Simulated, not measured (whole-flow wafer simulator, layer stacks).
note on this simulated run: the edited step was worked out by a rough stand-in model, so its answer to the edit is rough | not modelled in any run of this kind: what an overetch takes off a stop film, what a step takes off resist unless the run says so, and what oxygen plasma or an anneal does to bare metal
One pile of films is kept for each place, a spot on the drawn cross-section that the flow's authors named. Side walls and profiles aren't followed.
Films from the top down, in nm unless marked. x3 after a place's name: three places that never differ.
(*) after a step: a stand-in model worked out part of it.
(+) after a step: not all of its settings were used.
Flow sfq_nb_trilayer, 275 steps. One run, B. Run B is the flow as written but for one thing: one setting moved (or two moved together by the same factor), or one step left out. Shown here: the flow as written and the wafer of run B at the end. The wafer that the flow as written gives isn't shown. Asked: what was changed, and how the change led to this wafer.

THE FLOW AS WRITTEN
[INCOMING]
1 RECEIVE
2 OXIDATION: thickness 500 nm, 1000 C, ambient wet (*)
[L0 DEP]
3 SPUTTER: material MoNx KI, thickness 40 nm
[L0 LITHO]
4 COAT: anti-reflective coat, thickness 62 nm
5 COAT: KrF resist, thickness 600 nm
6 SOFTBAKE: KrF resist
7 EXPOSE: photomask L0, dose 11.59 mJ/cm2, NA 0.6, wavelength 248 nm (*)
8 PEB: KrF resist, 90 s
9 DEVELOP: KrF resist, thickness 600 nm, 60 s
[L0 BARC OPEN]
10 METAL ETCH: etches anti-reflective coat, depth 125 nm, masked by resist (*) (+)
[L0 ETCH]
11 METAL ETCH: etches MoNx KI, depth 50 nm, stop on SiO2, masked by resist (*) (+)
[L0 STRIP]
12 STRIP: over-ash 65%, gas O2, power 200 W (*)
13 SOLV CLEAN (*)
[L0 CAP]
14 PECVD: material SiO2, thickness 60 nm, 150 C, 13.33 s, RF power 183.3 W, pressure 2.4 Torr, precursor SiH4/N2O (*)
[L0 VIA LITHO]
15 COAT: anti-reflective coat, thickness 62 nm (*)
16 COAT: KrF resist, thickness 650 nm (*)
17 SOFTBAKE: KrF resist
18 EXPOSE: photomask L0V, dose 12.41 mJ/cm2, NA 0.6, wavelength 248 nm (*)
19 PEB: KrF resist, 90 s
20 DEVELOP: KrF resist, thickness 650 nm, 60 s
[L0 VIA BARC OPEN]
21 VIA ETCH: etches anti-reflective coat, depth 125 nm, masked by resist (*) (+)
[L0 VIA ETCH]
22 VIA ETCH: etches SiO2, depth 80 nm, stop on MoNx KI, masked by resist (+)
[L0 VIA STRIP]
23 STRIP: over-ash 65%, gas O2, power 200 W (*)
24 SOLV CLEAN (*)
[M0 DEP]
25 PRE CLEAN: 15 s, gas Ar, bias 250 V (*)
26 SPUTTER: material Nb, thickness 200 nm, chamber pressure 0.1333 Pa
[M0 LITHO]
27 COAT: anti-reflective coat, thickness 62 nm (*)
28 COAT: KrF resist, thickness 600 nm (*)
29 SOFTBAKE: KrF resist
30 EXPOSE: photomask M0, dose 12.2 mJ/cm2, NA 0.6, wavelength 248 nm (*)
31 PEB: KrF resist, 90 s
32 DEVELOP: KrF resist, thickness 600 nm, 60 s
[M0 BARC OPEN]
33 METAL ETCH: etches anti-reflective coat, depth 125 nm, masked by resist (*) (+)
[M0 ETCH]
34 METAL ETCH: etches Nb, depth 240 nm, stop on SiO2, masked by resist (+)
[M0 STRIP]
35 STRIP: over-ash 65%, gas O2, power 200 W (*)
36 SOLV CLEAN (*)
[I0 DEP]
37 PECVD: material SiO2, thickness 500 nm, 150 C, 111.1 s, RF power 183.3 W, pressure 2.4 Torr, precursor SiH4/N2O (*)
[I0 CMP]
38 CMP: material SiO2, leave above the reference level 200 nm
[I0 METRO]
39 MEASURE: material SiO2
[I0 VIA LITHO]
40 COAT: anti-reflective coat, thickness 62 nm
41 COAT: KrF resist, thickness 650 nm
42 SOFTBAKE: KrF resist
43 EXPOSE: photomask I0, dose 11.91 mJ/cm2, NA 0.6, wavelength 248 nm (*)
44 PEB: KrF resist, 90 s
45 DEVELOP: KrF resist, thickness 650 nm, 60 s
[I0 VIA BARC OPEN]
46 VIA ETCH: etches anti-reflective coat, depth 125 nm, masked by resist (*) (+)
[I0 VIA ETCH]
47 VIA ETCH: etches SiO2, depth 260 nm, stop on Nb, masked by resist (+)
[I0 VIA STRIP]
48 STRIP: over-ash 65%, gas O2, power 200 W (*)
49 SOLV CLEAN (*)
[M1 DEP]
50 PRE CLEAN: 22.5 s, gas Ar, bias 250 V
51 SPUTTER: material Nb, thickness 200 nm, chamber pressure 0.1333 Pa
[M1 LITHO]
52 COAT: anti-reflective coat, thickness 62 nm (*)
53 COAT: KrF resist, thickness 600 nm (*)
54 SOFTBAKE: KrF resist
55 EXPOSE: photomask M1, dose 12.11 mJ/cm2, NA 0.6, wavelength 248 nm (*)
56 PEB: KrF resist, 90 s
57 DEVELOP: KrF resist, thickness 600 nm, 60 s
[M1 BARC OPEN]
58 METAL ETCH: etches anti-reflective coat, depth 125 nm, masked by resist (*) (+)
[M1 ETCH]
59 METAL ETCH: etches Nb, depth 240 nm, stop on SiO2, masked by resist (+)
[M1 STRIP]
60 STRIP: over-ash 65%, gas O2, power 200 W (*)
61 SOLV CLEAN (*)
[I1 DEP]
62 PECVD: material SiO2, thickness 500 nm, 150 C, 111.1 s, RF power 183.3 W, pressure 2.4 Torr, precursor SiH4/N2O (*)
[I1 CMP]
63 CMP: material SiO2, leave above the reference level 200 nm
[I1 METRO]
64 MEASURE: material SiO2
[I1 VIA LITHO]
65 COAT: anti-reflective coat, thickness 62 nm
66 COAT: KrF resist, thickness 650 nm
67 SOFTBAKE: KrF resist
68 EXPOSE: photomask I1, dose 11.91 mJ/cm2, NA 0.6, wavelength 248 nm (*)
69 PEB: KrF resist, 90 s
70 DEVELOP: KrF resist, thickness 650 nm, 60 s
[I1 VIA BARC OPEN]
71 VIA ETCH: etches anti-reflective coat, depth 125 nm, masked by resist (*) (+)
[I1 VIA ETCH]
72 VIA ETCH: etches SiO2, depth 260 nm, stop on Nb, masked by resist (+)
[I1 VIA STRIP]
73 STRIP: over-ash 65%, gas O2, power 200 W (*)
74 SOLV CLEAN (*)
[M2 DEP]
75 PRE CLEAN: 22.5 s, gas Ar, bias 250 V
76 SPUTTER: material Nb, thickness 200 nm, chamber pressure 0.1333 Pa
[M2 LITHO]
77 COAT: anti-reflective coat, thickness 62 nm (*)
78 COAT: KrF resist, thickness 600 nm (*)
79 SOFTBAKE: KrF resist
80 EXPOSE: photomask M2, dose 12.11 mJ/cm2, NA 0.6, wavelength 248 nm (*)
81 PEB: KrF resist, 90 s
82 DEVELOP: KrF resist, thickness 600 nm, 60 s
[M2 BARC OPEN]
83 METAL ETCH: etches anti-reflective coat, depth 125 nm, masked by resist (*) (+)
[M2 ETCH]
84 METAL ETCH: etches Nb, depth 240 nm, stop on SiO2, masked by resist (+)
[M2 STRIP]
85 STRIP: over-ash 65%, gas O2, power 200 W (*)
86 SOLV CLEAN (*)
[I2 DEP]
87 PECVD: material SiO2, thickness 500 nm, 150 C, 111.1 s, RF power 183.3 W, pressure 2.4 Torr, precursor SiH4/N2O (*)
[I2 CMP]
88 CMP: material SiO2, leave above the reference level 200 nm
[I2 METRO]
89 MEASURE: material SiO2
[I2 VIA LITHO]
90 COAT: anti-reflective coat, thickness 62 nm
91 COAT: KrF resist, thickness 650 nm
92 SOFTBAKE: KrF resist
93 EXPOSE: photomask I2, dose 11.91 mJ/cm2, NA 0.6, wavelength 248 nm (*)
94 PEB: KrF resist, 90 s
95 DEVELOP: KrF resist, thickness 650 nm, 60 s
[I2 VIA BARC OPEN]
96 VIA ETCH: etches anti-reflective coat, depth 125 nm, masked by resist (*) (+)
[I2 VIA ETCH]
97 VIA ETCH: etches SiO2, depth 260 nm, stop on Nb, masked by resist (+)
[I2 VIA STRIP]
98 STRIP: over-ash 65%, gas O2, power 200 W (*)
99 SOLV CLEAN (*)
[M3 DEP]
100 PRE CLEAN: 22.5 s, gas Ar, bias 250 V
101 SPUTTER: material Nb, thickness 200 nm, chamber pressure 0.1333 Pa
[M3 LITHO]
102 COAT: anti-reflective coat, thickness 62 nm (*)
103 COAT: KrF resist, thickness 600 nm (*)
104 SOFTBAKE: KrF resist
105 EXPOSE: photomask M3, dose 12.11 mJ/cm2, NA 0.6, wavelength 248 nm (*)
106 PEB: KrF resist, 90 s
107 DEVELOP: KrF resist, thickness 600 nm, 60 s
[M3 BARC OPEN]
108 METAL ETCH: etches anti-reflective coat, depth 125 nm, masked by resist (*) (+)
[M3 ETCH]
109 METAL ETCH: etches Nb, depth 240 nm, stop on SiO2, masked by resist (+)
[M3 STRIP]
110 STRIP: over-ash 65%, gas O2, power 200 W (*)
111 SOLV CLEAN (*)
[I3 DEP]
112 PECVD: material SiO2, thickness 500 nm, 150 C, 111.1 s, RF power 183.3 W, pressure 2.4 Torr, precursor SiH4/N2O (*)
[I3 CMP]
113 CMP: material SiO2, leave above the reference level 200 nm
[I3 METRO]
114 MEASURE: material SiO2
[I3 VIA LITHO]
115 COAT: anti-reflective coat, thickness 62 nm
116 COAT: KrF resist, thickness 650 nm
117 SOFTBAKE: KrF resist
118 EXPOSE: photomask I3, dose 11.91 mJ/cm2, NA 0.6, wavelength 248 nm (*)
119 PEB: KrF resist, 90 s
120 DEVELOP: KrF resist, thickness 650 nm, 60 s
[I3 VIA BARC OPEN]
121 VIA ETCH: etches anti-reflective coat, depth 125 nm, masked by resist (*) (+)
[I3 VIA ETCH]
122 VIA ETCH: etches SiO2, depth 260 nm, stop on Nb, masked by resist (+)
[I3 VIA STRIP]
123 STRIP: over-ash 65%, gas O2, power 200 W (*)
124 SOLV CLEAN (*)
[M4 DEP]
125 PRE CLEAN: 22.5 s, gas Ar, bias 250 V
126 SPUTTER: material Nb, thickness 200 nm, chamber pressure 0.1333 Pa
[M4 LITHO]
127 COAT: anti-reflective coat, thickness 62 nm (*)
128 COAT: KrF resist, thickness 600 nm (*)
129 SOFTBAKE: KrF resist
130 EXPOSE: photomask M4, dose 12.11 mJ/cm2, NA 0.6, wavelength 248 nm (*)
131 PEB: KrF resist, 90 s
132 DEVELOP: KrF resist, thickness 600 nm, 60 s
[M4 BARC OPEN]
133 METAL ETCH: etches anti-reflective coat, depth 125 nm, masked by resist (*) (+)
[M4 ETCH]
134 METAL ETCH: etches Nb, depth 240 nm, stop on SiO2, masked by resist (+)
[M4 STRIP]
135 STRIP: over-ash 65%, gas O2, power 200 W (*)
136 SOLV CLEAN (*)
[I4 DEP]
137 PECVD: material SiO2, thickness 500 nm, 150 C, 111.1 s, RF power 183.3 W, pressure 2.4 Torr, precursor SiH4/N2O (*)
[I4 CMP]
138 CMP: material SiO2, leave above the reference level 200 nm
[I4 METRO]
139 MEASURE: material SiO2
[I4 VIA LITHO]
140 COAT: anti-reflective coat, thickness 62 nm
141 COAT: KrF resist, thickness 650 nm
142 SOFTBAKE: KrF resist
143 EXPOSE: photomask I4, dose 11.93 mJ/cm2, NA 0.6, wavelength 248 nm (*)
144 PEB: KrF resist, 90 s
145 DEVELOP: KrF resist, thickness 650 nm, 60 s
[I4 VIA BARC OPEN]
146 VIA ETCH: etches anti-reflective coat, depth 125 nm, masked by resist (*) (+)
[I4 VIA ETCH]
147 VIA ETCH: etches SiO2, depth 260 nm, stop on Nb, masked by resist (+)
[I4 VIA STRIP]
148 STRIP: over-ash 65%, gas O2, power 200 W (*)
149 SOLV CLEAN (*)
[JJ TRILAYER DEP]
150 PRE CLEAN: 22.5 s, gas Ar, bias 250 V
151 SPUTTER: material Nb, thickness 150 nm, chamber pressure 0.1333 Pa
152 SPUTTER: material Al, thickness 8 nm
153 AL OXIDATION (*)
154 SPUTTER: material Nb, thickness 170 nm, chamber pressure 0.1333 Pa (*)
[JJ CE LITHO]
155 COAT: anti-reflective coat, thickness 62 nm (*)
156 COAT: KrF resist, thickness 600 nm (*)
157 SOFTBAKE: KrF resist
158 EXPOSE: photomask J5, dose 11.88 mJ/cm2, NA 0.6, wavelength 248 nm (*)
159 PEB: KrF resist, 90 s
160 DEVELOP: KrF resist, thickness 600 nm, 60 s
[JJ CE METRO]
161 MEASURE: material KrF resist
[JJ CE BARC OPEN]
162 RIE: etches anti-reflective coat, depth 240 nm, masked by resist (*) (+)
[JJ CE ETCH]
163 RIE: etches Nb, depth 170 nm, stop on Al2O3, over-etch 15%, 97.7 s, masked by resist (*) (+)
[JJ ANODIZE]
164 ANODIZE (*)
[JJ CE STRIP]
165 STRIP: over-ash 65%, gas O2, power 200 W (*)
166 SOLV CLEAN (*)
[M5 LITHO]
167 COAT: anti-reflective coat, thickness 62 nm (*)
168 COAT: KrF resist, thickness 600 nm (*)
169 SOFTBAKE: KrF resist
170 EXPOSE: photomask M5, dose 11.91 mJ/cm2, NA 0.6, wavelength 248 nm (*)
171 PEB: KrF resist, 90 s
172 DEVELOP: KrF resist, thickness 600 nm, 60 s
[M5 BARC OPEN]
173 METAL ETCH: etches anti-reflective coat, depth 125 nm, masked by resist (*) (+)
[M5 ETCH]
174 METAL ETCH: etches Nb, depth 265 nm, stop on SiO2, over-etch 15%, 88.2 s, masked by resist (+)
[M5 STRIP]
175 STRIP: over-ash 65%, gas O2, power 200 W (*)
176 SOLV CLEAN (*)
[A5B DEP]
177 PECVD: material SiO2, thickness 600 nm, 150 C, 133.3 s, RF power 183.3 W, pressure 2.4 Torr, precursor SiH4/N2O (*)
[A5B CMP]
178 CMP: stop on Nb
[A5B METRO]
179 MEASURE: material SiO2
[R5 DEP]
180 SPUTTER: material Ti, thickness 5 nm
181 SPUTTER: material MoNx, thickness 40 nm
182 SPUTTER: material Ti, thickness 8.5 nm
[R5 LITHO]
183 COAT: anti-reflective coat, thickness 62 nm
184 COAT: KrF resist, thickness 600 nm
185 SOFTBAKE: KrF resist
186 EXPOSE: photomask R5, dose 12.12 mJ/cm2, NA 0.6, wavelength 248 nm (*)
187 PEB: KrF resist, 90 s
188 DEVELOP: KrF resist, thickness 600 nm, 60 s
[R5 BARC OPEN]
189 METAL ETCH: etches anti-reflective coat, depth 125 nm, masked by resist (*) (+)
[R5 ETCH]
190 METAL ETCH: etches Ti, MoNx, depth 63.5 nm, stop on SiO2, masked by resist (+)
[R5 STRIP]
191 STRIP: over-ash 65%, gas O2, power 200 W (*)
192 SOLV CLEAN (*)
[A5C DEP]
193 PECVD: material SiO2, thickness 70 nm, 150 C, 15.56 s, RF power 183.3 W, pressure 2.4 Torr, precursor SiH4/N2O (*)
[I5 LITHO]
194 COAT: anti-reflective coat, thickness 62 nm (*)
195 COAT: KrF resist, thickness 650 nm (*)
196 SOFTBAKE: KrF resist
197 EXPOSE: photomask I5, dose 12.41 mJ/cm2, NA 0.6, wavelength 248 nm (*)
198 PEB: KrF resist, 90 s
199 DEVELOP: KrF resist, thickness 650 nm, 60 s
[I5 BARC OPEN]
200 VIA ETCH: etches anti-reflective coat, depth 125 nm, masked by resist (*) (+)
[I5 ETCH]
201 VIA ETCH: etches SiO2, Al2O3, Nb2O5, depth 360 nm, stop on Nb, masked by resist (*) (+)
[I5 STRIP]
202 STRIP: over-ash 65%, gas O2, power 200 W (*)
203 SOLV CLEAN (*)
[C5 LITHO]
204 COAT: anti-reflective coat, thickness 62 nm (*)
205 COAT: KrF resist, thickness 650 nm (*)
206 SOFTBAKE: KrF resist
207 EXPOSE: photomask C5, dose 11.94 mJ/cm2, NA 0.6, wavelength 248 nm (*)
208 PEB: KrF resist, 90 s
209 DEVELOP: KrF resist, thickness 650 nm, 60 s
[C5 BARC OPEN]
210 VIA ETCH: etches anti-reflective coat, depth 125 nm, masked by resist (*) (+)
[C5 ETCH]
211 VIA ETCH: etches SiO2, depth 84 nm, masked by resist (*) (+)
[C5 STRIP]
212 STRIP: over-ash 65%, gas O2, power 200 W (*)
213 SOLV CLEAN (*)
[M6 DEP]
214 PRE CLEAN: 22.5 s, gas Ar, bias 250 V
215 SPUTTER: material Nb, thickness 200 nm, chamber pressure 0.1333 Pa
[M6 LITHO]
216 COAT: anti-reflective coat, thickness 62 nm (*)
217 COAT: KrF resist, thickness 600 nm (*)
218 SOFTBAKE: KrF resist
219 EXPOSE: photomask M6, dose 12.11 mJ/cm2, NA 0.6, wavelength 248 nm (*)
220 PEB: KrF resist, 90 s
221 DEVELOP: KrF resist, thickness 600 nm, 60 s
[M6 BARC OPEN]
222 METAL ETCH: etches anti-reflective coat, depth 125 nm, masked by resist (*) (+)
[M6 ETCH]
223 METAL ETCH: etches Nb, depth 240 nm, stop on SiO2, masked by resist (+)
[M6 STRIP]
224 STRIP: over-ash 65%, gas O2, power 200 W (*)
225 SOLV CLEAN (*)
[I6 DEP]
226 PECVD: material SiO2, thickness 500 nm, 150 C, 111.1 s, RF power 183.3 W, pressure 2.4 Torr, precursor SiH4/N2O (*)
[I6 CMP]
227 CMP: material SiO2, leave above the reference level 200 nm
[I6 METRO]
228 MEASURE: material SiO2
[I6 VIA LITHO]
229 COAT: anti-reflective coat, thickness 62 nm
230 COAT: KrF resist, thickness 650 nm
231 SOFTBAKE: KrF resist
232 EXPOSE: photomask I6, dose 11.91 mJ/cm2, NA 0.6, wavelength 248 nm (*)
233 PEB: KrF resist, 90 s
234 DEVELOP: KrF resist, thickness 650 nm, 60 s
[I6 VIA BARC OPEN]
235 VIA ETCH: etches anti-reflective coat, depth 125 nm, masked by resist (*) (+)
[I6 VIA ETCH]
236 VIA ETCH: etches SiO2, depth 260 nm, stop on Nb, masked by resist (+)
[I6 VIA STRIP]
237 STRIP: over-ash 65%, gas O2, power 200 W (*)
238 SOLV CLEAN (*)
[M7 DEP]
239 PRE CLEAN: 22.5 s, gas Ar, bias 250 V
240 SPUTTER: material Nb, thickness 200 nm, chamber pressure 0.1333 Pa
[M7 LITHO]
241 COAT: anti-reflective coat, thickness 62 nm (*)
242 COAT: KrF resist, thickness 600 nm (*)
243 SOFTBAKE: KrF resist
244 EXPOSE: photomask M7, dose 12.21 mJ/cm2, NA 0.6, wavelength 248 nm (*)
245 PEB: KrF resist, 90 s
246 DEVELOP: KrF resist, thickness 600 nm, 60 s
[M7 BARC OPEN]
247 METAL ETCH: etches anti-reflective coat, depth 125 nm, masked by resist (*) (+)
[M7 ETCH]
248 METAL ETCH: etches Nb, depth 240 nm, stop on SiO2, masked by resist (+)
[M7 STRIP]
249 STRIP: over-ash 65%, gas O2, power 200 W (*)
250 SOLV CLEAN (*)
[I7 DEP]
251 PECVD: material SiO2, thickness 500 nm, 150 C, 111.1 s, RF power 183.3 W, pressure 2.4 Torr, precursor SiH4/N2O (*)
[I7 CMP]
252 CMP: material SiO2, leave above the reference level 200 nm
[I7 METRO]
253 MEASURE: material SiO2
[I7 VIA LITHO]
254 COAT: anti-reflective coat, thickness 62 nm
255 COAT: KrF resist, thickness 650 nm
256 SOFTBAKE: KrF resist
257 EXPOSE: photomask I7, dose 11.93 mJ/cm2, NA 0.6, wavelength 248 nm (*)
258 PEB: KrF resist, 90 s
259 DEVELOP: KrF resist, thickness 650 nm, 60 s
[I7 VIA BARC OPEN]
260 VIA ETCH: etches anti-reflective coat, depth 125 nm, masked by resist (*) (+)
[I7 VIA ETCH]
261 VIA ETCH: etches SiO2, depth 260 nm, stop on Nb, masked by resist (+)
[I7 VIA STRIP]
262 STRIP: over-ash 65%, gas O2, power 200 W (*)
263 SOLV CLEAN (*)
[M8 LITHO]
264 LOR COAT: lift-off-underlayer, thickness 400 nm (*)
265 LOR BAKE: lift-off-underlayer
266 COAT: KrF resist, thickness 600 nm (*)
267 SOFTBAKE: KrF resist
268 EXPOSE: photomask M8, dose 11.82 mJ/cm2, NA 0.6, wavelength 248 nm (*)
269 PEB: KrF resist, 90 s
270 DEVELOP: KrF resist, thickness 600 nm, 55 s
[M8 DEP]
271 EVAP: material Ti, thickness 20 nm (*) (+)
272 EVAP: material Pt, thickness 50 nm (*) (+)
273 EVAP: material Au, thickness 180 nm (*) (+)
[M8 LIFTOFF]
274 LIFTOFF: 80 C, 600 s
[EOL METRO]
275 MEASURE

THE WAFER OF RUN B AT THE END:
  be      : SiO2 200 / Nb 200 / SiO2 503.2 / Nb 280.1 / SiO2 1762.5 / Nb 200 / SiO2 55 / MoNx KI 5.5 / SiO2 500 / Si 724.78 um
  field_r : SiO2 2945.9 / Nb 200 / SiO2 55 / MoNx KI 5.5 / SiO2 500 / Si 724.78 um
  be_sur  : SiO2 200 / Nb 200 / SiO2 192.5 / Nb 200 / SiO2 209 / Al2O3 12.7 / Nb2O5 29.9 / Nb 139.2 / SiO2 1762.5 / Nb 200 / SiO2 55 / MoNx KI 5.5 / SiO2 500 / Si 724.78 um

The cause: step 11, METAL ETCH: depth 34.5 nm was run, where the flow has depth 50 nm.

How the change led to this, step by step:
  11 METAL ETCH: etches MoNx KI, depth 50 nm, stop on SiO2, masked by resist (*) (+)
      v_sur, via_wl, via_w and 97 more: MoNx KI -34.5 (as written it would be: MoNx KI -40 (all of it))
      field_l, l0_sur, l0v, l0r_line_l, l0r_line_c, l0r_line_r: KrF resist -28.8 (as written it would be: KrF resist -41.7)
  12 STRIP: over-ash 65%, gas O2, power 200 W (*)
      field_l, l0_sur, l0v, l0r_line_l, l0r_line_c, l0r_line_r: KrF resist -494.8 (all of it), anti-reflective coat -62 (all of it) (as written it would be: KrF resist -481.9 (all of it), anti-reflective coat -62 (all of it))
  14 PECVD: material SiO2, thickness 60 nm, 150 C, 13.33 s, RF power 183.3 W, pressure 2.4 Torr, precursor SiH4/N2O (*)
      v_sur, via_wl, via_w and 97 more: SiO2 +60 (new film) (as written it would be: SiO2 +60)
  15 COAT: anti-reflective coat, thickness 62 nm (*)
      l0r_space_c: anti-reflective coat +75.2 (new film) (as written it would be: anti-reflective coat +77.2 (new film))
  23 STRIP: over-ash 65%, gas O2, power 200 W (*)
      l0r_space_c: KrF resist -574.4 (all of it), anti-reflective coat -75.2 (all of it) (as written it would be: KrF resist -576.8 (all of it), anti-reflective coat -77.2 (all of it))
  27 COAT: anti-reflective coat, thickness 62 nm (*)
      l0r_space_c: anti-reflective coat +75.7 (new film) (as written it would be: anti-reflective coat +78 (new film))
  35 STRIP: over-ash 65%, gas O2, power 200 W (*)
      l0r_space_c: KrF resist -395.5 (all of it), anti-reflective coat -75.7 (all of it) (as written it would be: KrF resist -397.6 (all of it), anti-reflective coat -78 (all of it))
Counting metal films that touch as one body, be has 4 bodies (between them, from the top down: SiO2 503.2; SiO2 1762.5; SiO2 55); the flow as written gives 3 bodies (between them, from the top down: SiO2 503.2; SiO2 1762.5).
Counting metal films that touch as one body, field_r has 2 bodies (between them, from the top down: SiO2 55); the flow as written gives 1 body.
Counting metal films that touch as one body, be_sur has 5 bodies (between them, from the top down: SiO2 192.5; SiO2 209 / Al2O3 12.7 / Nb2O5 29.9; SiO2 1762.5; SiO2 55); the flow as written gives 4 bodies (between them, from the top down: SiO2 192.5; SiO2 209 / Al2O3 12.7 / Nb2O5 29.9; SiO2 1762.5).
